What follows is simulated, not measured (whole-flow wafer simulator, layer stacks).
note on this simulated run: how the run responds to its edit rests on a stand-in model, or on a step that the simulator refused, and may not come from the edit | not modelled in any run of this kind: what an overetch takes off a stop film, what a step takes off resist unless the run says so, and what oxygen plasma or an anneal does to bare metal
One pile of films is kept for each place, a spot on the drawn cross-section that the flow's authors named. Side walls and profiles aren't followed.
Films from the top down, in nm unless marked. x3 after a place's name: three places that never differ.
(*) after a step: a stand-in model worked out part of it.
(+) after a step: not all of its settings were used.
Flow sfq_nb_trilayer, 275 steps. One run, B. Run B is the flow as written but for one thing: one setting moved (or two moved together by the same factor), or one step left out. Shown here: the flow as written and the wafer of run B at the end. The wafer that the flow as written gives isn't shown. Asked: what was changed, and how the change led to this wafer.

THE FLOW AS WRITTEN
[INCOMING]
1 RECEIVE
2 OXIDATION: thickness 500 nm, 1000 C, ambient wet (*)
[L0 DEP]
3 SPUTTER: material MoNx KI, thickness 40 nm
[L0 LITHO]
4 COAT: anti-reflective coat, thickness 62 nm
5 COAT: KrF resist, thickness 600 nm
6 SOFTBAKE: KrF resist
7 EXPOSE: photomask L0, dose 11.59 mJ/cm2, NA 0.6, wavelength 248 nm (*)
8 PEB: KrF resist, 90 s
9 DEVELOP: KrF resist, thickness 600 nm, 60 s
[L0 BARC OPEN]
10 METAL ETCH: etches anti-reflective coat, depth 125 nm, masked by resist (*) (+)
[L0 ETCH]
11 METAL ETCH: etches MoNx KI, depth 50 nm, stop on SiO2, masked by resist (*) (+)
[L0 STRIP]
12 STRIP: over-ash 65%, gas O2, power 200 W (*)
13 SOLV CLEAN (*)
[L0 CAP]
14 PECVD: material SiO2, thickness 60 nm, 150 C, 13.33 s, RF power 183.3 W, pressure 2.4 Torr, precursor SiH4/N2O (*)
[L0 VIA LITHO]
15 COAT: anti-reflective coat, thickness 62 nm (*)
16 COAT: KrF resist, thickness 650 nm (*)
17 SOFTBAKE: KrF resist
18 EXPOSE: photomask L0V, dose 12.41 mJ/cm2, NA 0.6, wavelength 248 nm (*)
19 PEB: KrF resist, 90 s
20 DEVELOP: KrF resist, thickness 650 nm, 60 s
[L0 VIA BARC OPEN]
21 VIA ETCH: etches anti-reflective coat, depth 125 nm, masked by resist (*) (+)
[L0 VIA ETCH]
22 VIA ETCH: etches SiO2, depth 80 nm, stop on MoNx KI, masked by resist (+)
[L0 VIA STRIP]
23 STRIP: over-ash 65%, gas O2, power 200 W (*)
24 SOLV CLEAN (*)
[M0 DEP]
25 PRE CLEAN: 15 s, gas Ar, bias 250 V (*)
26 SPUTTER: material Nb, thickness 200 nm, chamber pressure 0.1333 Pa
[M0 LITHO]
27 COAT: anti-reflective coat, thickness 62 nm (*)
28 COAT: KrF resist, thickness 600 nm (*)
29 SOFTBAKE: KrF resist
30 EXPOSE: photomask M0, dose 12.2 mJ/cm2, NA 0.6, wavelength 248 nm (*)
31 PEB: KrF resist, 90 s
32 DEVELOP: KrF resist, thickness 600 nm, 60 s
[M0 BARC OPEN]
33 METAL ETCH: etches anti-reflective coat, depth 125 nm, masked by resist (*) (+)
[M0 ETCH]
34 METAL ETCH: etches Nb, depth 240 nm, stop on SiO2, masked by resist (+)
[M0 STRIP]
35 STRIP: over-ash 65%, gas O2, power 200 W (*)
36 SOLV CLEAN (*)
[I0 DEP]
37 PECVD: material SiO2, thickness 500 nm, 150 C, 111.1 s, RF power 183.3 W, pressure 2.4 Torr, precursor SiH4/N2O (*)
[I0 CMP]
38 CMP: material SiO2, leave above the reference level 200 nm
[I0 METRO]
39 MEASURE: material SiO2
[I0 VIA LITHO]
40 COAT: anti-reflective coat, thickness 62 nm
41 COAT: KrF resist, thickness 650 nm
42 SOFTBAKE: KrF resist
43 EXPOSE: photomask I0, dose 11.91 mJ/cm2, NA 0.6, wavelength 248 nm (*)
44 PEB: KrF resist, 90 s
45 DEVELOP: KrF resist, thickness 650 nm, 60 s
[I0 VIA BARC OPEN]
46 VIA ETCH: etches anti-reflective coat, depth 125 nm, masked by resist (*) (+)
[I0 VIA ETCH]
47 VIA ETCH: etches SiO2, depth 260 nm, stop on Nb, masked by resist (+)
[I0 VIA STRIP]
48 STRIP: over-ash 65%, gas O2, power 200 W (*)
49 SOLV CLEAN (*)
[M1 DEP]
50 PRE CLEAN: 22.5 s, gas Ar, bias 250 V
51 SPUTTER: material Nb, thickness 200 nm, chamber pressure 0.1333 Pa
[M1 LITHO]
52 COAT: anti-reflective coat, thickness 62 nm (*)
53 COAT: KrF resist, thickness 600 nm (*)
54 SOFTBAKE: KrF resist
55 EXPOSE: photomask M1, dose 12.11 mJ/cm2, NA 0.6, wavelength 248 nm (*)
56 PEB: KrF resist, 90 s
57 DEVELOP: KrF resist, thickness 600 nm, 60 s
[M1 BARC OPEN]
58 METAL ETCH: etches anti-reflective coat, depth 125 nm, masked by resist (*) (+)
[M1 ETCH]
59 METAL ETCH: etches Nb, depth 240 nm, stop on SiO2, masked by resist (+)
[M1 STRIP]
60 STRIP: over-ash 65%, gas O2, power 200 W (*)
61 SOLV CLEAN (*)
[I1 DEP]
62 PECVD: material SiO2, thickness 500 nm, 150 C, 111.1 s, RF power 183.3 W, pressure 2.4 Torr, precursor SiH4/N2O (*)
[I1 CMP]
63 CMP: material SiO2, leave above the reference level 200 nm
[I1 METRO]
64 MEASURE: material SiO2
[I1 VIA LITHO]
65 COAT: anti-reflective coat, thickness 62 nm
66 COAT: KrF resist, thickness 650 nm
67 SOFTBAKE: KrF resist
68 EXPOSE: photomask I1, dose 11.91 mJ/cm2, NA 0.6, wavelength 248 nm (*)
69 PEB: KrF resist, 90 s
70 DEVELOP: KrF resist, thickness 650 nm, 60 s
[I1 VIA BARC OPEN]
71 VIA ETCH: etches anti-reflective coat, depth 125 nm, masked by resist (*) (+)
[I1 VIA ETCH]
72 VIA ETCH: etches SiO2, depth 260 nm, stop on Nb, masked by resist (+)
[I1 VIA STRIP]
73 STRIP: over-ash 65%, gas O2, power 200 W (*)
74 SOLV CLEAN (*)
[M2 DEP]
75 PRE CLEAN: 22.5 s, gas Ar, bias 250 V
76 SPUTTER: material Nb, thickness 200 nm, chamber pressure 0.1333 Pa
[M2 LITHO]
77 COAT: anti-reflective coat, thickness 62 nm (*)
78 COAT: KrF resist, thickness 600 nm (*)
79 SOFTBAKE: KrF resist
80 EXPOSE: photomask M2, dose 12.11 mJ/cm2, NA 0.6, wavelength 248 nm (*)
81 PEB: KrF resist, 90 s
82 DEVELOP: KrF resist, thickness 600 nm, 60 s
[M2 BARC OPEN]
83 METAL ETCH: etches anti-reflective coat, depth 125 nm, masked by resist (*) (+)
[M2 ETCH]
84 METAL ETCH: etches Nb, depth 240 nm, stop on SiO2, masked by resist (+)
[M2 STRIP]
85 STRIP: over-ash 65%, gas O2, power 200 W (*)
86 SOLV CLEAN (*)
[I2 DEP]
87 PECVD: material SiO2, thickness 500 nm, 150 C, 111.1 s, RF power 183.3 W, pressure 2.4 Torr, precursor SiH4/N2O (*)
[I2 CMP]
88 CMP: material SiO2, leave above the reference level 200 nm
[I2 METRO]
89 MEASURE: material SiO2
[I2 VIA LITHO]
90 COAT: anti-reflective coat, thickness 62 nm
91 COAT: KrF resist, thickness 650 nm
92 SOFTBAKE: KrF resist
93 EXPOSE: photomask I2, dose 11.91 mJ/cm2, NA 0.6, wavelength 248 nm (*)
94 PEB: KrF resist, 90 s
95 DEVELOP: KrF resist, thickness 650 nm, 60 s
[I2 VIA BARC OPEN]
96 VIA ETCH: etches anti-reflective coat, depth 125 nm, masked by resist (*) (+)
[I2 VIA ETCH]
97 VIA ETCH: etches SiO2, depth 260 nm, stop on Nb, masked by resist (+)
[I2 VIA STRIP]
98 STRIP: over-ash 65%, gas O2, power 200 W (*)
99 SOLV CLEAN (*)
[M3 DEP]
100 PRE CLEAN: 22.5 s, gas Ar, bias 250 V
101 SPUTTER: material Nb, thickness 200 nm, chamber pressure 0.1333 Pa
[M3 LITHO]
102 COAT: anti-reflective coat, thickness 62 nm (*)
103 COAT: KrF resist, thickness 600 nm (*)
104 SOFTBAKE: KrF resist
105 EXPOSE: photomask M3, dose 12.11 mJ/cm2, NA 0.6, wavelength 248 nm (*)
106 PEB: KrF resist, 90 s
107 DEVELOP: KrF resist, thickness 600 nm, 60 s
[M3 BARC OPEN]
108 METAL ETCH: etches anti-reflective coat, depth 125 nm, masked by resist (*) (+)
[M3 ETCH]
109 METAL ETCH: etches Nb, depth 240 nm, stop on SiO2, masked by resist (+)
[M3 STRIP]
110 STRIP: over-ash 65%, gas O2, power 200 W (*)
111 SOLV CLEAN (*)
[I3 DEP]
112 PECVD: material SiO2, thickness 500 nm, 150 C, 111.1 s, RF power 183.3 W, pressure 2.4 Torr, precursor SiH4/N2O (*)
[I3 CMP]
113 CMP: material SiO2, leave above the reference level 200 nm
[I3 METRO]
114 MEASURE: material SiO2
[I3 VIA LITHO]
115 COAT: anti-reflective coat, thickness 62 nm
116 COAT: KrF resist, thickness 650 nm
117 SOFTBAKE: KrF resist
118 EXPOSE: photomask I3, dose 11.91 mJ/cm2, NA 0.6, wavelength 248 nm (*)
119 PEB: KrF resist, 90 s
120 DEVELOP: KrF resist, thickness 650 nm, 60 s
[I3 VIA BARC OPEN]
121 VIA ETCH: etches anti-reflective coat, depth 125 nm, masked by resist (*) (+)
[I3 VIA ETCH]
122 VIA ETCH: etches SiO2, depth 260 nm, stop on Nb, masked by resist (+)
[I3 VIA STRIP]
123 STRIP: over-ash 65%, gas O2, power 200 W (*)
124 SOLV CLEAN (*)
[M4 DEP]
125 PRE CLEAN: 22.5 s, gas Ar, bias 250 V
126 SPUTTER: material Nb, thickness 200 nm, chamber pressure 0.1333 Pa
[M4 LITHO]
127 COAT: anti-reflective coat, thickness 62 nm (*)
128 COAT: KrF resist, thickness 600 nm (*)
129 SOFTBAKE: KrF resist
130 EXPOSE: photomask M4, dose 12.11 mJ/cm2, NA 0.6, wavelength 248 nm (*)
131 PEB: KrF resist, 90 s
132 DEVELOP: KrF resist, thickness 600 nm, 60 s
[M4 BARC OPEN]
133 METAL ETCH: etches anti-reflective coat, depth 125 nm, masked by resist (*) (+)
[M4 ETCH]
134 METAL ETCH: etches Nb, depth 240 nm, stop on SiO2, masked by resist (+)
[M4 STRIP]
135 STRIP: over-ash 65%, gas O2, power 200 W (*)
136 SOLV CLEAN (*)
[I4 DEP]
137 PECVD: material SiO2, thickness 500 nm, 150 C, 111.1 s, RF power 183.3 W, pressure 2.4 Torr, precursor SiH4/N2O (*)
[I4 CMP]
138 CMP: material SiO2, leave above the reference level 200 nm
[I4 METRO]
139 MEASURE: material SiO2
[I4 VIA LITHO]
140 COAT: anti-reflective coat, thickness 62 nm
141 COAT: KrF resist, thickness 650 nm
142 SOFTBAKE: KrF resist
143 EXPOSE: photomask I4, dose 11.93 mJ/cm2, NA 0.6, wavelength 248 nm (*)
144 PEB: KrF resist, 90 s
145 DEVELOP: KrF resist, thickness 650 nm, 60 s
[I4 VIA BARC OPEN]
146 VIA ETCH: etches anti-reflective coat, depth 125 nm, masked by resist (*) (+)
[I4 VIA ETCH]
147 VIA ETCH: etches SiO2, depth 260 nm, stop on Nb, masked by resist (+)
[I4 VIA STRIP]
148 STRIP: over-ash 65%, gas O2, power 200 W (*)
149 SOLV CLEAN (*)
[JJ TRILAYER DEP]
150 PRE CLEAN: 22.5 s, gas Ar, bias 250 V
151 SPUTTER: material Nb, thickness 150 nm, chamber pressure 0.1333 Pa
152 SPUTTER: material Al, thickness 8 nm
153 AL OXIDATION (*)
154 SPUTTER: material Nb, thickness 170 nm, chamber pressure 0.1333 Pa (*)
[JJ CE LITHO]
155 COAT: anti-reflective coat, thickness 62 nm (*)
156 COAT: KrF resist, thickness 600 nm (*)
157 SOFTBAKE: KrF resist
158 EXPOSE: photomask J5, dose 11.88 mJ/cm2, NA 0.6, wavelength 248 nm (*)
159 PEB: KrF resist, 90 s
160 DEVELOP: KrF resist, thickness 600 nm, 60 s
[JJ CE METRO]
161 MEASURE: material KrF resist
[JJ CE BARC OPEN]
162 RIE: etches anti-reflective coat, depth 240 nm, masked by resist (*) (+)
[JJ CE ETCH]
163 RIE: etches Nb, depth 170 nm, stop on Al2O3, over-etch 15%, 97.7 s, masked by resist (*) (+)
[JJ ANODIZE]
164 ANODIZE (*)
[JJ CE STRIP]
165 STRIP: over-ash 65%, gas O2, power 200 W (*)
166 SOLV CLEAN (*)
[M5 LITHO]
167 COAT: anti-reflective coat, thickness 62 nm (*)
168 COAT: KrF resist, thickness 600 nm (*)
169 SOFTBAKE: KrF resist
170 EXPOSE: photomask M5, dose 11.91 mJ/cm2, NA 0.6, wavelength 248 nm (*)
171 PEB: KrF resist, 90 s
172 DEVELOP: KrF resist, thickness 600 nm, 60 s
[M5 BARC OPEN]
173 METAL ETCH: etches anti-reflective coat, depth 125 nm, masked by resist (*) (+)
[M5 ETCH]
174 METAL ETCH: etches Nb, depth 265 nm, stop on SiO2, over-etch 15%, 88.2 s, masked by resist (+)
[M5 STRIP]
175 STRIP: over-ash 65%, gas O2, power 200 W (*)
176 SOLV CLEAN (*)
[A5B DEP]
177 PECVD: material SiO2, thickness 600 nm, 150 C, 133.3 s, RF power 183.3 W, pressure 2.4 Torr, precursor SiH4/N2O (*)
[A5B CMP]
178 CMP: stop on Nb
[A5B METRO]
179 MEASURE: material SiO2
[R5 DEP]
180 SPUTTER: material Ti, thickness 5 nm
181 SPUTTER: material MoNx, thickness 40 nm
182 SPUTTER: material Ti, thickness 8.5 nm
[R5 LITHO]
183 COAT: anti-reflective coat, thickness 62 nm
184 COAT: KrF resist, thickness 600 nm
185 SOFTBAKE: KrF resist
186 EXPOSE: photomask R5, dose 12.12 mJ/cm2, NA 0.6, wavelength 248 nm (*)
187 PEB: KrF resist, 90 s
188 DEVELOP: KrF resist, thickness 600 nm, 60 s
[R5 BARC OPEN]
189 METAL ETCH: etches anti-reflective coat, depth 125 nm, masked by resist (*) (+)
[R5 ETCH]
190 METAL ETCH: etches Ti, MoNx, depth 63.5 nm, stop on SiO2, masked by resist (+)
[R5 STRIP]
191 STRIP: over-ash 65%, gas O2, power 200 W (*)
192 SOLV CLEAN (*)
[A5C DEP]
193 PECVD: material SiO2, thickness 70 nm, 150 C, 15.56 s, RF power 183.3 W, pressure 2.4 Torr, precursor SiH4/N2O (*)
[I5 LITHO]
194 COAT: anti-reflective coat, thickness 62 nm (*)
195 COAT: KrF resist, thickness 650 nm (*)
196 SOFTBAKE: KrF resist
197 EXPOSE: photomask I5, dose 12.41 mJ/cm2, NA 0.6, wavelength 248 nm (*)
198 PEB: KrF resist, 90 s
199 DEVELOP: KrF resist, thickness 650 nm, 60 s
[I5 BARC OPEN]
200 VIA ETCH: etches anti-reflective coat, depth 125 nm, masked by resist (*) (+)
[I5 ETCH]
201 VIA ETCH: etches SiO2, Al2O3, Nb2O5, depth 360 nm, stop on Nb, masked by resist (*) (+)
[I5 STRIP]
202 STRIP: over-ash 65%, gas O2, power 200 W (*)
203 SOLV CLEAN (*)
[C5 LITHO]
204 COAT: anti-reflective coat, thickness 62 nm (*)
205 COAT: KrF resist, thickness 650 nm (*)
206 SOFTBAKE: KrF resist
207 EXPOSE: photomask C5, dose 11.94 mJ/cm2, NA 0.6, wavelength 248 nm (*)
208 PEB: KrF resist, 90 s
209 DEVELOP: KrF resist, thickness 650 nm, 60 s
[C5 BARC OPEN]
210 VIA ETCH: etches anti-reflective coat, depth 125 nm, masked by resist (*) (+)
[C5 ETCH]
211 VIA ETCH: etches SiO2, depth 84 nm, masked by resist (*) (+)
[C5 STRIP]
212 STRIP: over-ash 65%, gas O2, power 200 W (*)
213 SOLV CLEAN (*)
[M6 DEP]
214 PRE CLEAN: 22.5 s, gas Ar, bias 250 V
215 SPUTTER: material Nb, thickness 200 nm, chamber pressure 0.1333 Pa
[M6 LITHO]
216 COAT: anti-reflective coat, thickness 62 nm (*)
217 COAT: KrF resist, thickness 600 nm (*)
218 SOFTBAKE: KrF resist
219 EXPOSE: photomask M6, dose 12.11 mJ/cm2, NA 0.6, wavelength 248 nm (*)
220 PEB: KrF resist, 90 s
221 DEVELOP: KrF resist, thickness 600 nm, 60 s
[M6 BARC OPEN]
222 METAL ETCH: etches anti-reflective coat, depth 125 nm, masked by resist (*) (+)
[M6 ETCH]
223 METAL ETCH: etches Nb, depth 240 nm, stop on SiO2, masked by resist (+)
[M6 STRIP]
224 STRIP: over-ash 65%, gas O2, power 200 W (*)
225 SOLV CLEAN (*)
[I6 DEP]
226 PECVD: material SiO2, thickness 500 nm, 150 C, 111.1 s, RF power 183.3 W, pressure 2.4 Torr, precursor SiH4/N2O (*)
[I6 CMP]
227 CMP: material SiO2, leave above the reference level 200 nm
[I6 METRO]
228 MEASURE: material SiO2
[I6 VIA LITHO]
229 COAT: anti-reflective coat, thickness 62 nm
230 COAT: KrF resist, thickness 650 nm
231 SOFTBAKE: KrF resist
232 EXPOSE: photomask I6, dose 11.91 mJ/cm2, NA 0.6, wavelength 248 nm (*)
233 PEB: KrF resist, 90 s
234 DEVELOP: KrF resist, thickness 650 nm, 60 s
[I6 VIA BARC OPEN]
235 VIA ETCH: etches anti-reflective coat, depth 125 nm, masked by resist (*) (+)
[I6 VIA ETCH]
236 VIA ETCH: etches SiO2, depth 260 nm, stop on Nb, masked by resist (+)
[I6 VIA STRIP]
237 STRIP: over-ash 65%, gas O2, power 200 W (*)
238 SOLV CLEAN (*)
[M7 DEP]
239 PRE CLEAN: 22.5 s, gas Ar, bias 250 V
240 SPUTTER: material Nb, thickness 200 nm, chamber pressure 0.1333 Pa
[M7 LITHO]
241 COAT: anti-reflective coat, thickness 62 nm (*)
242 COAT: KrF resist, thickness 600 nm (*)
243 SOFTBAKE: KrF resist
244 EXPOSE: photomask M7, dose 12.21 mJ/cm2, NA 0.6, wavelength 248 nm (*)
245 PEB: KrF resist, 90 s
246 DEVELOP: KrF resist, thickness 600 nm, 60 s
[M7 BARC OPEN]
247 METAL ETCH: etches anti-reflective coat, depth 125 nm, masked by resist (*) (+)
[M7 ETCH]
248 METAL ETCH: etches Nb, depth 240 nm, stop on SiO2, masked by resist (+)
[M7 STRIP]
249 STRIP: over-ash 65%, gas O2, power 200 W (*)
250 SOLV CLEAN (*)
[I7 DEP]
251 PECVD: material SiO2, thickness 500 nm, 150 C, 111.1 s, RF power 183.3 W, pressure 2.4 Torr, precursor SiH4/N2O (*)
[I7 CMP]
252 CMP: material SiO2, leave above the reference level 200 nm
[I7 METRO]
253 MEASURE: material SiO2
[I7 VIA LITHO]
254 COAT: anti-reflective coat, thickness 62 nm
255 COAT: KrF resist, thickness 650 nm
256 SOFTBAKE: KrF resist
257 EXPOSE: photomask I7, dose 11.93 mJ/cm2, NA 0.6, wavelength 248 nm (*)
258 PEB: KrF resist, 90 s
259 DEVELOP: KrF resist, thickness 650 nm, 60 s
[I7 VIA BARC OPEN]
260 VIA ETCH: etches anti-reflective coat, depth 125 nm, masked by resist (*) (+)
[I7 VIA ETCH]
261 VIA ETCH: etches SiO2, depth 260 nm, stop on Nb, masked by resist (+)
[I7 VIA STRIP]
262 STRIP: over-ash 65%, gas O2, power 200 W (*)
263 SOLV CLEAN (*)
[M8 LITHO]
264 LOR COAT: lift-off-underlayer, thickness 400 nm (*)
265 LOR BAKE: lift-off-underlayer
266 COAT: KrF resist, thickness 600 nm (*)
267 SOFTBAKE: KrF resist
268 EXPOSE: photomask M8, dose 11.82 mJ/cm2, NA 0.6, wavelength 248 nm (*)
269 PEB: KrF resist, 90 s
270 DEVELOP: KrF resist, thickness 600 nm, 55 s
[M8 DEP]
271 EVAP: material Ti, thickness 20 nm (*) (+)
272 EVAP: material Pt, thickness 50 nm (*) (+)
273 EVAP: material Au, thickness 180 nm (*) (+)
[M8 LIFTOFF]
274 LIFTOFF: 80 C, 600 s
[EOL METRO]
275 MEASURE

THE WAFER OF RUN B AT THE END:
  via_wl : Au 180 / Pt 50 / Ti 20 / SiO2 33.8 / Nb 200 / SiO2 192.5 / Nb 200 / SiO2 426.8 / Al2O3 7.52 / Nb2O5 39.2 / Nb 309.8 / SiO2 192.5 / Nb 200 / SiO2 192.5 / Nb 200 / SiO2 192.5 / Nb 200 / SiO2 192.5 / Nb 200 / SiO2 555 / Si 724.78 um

The cause: step 261, VIA ETCH: depth 166 nm was run, where the flow has depth 260 nm.

How the change led to this, step by step:
  261 VIA ETCH: etches SiO2, depth 260 nm, stop on Nb, masked by resist (+)
      via_wl, via_w, via_wr: SiO2 -166 (as written it would be: SiO2 -199.8 (all of it))
      field_l, v_sur, via_sp and 100 more: KrF resist -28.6 (as written it would be: KrF resist -44.8)
  262 STRIP: over-ash 65%, gas O2, power 200 W (*)
      field_l, v_sur, via_sp and 100 more: KrF resist -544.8 (all of it), anti-reflective coat -62 (all of it) (as written it would be: KrF resist -528.6 (all of it), anti-reflective coat -62 (all of it))
  264 LOR COAT: lift-off-underlayer, thickness 400 nm (*)
      via_wl, via_wr: lift-off-underlayer +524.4 (new film) (as written it would be: lift-off-underlayer +549.8 (new film))
      via_w: lift-off-underlayer +513.3 (new film) (as written it would be: lift-off-underlayer +536.4 (new film))
  270 DEVELOP: KrF resist, thickness 600 nm, 55 s
      via_wl: KrF resist -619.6 (all of it), lift-off-underlayer -524.4 (all of it) (as written it would be: KrF resist -623.9 (all of it), lift-off-underlayer -549.8 (all of it))
      via_w: KrF resist -629.2 (all of it), lift-off-underlayer -513.3 (all of it) (as written it would be: KrF resist -635.4 (all of it), lift-off-underlayer -536.4 (all of it))
      (and at 1 more place)
Counting metal films that touch as one body, via_wl has 8 bodies (between them, from the top down: SiO2 33.8; SiO2 192.5; SiO2 426.8 / Al2O3 7.52 / Nb2O5 39.2; SiO2 192.5; SiO2 192.5; SiO2 192.5; SiO2 192.5); the flow as written gives 7 bodies (between them, from the top down: SiO2 192.5; SiO2 426.8 / Al2O3 7.52 / Nb2O5 39.2; SiO2 192.5; SiO2 192.5; SiO2 192.5; SiO2 192.5).
